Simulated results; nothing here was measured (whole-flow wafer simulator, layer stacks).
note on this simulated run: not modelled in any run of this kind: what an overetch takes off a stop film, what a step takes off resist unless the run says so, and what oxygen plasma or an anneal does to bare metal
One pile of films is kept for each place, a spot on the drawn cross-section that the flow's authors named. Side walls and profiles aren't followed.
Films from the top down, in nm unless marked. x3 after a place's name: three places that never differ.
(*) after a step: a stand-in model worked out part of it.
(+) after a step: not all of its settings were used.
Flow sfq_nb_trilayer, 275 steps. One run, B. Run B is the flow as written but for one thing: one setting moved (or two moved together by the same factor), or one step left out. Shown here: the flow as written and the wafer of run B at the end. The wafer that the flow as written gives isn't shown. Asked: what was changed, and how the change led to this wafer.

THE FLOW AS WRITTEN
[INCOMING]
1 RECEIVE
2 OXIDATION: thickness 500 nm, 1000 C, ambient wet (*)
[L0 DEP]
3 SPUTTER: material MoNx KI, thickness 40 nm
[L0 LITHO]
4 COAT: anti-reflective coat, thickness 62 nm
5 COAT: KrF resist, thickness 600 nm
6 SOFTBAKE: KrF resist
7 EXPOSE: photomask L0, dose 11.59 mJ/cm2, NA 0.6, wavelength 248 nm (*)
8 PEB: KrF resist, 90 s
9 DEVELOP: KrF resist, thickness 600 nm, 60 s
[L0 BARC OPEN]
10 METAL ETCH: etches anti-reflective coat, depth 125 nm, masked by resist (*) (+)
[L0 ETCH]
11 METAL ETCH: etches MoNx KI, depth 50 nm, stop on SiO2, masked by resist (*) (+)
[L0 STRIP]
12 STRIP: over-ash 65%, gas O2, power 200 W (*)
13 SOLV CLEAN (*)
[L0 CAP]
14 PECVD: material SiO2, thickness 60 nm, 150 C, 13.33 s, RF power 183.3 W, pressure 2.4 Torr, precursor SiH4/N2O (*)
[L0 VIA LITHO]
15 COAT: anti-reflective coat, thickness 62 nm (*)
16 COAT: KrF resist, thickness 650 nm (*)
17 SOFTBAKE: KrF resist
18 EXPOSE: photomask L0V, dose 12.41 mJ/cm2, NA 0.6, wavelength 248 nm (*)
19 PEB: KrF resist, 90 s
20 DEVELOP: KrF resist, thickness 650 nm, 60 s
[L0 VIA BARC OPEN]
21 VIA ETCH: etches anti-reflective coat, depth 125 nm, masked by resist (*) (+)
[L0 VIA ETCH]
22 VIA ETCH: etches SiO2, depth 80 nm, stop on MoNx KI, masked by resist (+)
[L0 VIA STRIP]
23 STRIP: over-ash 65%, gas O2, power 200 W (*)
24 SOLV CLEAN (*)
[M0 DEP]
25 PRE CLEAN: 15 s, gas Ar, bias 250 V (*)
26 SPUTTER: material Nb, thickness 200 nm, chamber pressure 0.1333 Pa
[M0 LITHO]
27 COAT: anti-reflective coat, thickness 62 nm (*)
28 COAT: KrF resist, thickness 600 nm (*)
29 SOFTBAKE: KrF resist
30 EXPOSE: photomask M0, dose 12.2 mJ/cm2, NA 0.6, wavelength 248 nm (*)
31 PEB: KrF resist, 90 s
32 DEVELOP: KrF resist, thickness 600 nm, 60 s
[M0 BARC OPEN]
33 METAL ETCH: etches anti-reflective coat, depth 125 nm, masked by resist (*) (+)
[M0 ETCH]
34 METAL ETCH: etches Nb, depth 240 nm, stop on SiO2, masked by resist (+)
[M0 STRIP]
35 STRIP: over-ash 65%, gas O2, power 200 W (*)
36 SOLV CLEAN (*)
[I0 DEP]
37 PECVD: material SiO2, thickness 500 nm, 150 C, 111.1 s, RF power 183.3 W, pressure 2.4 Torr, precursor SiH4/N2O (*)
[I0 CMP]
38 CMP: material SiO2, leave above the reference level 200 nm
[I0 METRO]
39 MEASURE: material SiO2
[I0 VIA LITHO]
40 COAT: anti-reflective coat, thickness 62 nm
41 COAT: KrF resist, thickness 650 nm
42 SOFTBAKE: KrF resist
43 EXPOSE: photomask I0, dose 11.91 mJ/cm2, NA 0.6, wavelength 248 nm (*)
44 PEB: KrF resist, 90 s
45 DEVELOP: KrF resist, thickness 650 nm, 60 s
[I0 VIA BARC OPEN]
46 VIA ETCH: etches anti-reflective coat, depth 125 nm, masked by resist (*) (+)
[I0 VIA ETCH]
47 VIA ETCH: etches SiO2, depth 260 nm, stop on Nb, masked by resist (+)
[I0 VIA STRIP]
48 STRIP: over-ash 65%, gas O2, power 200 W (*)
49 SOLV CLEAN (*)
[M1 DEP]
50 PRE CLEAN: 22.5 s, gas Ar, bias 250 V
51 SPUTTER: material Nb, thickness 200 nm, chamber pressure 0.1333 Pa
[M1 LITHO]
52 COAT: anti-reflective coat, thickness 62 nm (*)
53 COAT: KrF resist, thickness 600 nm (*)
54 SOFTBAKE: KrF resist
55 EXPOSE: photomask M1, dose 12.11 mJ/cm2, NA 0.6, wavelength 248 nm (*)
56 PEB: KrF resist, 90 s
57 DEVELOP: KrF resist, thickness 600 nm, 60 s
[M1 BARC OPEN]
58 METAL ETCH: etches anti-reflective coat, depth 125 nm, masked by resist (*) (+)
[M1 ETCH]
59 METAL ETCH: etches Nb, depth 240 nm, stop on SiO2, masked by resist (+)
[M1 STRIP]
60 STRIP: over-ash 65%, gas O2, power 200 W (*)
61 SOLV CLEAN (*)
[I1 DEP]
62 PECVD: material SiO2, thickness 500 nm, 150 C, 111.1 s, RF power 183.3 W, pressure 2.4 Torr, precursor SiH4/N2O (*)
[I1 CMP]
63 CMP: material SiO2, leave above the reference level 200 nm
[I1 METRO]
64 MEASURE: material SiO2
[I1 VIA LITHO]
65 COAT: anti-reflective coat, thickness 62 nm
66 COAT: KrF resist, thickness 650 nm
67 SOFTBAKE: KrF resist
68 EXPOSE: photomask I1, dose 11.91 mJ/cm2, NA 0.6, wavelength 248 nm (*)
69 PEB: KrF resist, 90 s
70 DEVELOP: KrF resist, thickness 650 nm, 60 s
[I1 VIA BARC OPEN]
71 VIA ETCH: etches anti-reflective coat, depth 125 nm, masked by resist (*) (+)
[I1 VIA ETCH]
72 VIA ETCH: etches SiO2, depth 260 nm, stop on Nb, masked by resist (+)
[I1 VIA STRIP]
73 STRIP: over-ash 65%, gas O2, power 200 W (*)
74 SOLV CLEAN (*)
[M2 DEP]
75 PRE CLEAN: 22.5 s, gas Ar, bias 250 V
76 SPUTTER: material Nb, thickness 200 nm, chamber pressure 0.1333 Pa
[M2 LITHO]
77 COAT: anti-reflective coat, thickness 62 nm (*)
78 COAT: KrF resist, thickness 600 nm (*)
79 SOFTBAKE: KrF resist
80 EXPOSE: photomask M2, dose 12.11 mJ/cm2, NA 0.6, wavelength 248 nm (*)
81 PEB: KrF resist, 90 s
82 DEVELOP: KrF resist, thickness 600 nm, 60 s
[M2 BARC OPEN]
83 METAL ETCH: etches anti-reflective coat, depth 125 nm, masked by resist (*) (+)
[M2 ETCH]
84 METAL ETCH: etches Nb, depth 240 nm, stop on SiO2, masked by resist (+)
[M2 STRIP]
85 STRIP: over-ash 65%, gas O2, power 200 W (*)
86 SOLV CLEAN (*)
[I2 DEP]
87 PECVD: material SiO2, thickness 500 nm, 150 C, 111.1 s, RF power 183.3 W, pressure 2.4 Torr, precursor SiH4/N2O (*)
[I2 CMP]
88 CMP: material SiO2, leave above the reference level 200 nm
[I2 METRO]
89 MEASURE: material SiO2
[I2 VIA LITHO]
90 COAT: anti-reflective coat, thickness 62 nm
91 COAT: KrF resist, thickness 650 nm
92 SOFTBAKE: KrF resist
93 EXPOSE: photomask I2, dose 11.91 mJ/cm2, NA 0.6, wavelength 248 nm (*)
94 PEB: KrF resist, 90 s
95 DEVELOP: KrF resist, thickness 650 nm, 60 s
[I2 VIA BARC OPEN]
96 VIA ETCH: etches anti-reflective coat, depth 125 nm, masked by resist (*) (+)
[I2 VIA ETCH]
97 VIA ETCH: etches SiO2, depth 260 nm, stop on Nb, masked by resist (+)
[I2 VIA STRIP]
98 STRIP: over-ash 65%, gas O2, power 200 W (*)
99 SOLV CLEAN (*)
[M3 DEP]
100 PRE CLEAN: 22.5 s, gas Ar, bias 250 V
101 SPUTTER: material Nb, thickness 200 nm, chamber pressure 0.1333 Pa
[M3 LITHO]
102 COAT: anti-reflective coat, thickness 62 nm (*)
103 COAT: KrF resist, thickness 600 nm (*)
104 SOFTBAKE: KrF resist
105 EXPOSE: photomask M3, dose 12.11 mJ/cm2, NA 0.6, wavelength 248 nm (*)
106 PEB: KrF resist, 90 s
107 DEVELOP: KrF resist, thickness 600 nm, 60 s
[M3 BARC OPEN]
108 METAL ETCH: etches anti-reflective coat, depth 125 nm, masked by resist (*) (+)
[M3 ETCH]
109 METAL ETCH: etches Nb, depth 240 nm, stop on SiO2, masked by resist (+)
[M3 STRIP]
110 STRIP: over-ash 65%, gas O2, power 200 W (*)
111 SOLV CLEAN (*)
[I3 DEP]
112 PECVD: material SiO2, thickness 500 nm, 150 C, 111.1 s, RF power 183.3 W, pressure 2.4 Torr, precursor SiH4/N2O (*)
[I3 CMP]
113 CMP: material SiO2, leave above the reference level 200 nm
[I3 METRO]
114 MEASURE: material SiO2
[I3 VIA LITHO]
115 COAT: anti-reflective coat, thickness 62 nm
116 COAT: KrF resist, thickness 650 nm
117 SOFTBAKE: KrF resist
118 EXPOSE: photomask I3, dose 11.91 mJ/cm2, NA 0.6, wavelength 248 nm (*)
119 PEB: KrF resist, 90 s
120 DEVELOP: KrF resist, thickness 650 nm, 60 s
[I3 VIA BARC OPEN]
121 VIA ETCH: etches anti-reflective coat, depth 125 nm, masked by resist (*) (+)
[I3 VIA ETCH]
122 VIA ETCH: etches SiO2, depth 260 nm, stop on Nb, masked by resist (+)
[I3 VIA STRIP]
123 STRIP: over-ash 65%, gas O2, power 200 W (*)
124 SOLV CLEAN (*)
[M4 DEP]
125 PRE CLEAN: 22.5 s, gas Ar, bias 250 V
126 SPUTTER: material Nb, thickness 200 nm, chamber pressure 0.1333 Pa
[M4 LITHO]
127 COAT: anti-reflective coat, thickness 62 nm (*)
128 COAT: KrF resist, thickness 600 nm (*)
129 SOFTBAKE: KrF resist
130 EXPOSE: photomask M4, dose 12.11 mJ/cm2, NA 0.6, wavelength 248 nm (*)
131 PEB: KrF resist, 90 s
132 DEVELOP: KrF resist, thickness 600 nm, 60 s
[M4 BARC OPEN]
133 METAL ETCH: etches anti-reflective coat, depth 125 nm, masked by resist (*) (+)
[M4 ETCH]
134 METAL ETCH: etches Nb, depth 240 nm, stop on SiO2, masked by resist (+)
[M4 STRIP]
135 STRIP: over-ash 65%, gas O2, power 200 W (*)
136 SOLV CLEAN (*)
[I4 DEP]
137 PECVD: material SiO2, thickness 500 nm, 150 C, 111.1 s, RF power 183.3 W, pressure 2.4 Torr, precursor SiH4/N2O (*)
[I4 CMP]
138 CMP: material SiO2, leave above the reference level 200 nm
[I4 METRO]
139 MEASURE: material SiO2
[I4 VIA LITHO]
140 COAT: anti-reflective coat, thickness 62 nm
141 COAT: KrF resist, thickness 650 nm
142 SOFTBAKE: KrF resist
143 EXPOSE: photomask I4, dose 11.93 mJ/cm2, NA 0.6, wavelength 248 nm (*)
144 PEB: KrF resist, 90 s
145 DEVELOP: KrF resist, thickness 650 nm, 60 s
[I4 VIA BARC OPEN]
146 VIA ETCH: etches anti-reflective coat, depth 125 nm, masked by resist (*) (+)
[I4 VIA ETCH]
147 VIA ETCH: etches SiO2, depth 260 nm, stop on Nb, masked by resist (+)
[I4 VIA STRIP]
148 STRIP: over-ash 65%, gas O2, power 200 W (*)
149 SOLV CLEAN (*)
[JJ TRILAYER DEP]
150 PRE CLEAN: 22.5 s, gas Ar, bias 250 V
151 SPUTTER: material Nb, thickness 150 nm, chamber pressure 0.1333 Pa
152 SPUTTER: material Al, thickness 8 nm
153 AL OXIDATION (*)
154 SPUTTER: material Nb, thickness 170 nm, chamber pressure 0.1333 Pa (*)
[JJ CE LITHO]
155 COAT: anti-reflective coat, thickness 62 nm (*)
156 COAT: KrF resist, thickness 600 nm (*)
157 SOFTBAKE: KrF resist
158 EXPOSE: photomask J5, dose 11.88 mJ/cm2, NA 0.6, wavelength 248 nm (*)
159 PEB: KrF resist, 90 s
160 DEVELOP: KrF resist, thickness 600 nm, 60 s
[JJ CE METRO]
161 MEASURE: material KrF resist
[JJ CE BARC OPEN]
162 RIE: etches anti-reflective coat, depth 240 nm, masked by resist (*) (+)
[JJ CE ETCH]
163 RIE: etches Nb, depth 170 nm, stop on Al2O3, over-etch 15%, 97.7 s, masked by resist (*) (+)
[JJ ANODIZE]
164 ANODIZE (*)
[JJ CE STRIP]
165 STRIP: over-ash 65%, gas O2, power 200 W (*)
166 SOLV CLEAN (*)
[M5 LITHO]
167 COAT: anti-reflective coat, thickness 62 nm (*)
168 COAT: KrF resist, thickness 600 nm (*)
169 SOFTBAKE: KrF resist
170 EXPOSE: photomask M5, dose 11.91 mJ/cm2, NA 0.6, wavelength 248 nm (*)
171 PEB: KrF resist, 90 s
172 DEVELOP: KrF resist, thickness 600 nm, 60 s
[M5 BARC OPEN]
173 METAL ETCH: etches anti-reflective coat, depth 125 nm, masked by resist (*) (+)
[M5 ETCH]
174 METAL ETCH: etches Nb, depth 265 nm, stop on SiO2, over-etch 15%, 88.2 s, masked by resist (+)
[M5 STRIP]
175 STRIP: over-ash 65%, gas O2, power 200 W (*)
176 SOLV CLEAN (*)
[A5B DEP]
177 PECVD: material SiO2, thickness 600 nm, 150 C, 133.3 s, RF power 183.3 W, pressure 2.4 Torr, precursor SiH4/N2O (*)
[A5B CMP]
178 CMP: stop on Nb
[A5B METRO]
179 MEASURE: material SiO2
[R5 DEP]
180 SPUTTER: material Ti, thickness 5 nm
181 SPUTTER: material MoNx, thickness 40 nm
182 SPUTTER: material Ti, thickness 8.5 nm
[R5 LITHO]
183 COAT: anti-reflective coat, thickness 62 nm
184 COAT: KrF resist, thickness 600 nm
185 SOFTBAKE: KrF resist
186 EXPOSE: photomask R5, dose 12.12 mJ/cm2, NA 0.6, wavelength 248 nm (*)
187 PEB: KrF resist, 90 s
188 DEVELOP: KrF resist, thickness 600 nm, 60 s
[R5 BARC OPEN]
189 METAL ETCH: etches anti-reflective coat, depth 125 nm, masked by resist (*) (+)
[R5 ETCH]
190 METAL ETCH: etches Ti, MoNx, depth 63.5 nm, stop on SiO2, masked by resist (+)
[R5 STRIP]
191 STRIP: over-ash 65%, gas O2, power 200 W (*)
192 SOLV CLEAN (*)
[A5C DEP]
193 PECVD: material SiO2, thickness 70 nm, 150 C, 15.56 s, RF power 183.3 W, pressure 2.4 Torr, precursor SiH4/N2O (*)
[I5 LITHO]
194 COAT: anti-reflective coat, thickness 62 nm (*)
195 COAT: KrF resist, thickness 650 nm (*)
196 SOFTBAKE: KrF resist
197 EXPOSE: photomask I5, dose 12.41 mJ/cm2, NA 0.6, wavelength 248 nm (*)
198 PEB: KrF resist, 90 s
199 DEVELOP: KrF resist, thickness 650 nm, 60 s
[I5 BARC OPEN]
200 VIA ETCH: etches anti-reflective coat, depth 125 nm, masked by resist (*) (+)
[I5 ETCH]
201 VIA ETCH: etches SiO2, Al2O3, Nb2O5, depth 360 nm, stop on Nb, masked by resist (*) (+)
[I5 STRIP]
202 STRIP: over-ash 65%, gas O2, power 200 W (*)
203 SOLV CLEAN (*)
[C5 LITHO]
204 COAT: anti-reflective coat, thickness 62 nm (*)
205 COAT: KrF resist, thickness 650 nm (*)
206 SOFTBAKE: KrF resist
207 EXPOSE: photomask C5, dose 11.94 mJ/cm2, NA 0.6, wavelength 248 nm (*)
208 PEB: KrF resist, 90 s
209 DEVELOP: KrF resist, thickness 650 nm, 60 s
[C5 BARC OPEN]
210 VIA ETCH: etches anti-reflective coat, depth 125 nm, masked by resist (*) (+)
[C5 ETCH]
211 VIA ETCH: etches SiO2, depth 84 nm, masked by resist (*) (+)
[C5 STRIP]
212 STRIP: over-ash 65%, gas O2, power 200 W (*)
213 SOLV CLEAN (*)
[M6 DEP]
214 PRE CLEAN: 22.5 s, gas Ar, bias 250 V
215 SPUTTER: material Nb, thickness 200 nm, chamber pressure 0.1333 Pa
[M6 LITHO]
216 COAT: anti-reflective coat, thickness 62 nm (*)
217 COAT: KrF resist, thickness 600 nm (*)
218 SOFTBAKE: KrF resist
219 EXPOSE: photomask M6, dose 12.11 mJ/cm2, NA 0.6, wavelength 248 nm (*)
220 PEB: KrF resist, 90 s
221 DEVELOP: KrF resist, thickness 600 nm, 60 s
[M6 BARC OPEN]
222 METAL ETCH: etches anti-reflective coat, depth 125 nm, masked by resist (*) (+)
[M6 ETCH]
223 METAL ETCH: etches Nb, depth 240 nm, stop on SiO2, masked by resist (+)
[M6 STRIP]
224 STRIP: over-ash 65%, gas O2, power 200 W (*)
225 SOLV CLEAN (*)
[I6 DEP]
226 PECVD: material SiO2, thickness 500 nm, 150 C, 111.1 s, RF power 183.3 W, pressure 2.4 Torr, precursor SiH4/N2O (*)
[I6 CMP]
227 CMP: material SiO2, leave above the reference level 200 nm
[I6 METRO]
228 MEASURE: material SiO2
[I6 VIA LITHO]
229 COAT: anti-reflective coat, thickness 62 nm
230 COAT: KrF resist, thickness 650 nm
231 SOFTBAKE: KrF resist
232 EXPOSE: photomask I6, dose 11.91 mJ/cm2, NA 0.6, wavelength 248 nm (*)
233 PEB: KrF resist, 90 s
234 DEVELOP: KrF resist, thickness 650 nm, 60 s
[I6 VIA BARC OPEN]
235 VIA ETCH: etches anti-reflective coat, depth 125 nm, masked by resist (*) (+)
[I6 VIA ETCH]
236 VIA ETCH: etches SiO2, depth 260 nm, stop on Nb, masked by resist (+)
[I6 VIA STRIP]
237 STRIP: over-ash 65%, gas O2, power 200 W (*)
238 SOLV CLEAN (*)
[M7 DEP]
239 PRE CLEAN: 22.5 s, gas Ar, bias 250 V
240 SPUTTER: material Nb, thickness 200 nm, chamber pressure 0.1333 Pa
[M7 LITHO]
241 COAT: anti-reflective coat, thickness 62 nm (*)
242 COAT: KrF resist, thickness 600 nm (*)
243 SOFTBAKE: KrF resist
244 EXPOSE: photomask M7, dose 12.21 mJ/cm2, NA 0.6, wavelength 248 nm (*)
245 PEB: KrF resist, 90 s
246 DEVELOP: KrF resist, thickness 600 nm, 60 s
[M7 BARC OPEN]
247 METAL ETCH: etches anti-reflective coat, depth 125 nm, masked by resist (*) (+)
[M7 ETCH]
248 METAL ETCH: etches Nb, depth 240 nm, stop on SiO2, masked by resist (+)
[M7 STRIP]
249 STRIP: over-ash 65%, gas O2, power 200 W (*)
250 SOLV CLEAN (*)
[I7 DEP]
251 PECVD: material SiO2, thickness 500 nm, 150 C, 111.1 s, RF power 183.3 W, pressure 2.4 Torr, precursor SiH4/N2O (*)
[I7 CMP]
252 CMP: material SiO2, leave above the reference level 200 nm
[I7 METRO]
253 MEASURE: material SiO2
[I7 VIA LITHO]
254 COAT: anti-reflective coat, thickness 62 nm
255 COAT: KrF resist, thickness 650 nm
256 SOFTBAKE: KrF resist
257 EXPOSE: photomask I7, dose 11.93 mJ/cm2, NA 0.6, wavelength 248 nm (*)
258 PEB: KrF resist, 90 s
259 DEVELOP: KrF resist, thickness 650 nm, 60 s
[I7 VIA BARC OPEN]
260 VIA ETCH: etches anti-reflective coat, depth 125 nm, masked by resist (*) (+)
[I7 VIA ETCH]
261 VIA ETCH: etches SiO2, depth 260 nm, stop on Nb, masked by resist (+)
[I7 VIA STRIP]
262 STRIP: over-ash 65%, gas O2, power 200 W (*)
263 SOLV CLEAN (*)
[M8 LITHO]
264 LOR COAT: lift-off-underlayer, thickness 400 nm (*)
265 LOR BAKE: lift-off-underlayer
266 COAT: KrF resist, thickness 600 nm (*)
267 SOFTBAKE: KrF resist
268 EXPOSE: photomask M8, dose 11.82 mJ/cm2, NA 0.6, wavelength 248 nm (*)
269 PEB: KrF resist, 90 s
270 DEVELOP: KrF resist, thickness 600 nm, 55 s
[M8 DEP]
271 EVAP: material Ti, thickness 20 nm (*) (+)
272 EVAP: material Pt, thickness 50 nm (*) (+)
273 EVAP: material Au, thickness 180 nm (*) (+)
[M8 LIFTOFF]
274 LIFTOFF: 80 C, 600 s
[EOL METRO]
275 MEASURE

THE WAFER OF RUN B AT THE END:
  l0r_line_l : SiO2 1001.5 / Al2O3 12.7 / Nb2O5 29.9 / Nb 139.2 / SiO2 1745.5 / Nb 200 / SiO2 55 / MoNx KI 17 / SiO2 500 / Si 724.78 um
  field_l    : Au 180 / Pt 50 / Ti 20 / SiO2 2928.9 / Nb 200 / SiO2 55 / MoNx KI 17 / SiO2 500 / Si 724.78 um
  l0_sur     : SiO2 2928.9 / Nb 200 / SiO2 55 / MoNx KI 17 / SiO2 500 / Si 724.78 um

The cause: step 3, SPUTTER: thickness 17 nm was run, where the flow has thickness 40 nm.
It can be read off the wafer: l0r_line_l has MoNx KI 17, and step 3 as written asks for 40 nm.

How the change led to this, step by step:
  3 SPUTTER: material MoNx KI, thickness 40 nm
      field_l, v_sur, via_wl and 103 more: MoNx KI +17 (new film) (as written it would be: MoNx KI +40 (new film))
  11 METAL ETCH: etches MoNx KI, depth 50 nm, stop on SiO2, masked by resist (*) (+)
      v_sur, via_wl, via_w and 97 more: MoNx KI -17 (all of it) (as written it would be: MoNx KI -40 (all of it))
      field_l, l0_sur, l0v, l0r_line_l, l0r_line_c, l0r_line_r: KrF resist -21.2 (as written it would be: KrF resist -41.7)
  12 STRIP: over-ash 65%, gas O2, power 200 W (*)
      field_l, l0_sur, l0v, l0r_line_l, l0r_line_c, l0r_line_r: KrF resist -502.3 (all of it), anti-reflective coat -62 (all of it) (as written it would be: KrF resist -481.9 (all of it), anti-reflective coat -62 (all of it))
  15 COAT: anti-reflective coat, thickness 62 nm (*)
      l0r_line_c, l0r_line_r: anti-reflective coat +60.6 (new film) (as written it would be: anti-reflective coat +59 (new film))
      field_l: anti-reflective coat +59.4 (new film) (as written it would be: anti-reflective coat +56.7 (new film))
      (and at 7 more places)
  23 STRIP: over-ash 65%, gas O2, power 200 W (*)
      l0r_line_c, l0r_line_r: KrF resist -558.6 (all of it), anti-reflective coat -60.6 (all of it) (as written it would be: KrF resist -557 (all of it), anti-reflective coat -59 (all of it))
      field_l: KrF resist -556.3 (all of it), anti-reflective coat -59.4 (all of it) (as written it would be: KrF resist -551.4 (all of it), anti-reflective coat -56.7 (all of it))
      (and at 7 more places)
  27 COAT: anti-reflective coat, thickness 62 nm (*)
      l0r_line_l, l0r_line_c: anti-reflective coat +60.6 (new film) (as written it would be: anti-reflective coat +59 (new film))
      field_l: anti-reflective coat +59.6 (new film) (as written it would be: anti-reflective coat +56.9 (new film))
      (and at 7 more places)
  35 STRIP: over-ash 65%, gas O2, power 200 W (*)
      l0r_line_l, l0r_line_c: KrF resist -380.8 (all of it), anti-reflective coat -60.6 (all of it) (as written it would be: KrF resist -378.6 (all of it), anti-reflective coat -59 (all of it))
      field_l: KrF resist -378.3 (all of it), anti-reflective coat -59.6 (all of it) (as written it would be: KrF resist -372.9 (all of it), anti-reflective coat -56.9 (all of it))
      (and at 7 more places)
  38 CMP: material SiO2, leave above the reference level 200 nm
      field_l, l0_sur, l0r_line_l, l0r_line_c, l0r_line_r: SiO2 -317 (as written it would be: SiO2 -340)
      l0v: SiO2 -254.8 (as written it would be: SiO2 -277.8)
